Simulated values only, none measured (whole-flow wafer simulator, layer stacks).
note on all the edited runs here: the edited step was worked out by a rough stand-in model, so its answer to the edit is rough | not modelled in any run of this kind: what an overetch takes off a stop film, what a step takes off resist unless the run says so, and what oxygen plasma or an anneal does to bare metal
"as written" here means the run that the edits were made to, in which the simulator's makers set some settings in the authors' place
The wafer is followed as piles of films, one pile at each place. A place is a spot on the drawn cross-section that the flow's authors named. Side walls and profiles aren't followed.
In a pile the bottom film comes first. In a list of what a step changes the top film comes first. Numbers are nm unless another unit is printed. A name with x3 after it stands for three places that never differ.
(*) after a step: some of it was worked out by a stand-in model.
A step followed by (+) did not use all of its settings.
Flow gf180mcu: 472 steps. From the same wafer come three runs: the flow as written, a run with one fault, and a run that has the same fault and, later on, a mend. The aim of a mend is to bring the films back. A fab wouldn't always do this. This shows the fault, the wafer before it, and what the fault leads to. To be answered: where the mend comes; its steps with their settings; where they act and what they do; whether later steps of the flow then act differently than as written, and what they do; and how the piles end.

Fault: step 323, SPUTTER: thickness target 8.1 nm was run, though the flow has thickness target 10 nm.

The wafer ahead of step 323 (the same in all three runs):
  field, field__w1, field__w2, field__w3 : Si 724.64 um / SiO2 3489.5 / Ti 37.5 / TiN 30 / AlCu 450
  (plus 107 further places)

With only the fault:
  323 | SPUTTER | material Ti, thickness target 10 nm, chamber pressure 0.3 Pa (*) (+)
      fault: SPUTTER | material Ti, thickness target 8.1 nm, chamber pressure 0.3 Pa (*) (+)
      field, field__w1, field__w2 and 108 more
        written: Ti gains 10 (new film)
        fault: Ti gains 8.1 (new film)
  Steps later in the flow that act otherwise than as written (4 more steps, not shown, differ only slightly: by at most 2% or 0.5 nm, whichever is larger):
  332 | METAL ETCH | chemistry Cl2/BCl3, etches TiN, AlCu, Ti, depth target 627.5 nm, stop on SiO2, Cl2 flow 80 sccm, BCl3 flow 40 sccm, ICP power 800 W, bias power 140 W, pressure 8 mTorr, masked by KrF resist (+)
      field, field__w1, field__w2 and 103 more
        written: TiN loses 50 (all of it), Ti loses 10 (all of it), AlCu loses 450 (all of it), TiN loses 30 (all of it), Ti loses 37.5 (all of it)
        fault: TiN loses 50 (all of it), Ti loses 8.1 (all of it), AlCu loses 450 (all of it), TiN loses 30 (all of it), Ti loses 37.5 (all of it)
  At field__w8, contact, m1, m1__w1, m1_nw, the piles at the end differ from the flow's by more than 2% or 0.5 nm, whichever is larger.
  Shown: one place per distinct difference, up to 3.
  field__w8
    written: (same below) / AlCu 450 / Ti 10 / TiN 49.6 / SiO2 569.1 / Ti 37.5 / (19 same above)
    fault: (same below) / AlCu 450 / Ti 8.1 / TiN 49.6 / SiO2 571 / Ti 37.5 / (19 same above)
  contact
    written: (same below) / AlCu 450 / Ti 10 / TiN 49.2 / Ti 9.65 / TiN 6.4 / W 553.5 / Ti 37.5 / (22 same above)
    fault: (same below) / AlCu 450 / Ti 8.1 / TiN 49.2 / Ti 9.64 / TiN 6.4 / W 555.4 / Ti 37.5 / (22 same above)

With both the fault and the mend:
  The mend follows step 323.
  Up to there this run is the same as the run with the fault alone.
  323a | SPUTTER | material Ti, thickness target 1.9 nm, chamber pressure 0.3 Pa (*) (+) (the flow's step 323, run once more with other settings)
      field, field__w1, field__w2 and 108 more
        Ti gains 1.9
  Later steps of the flow that are run all act as written at every place that is followed.
  At every place that both follow, the piles at the end match the flow's.
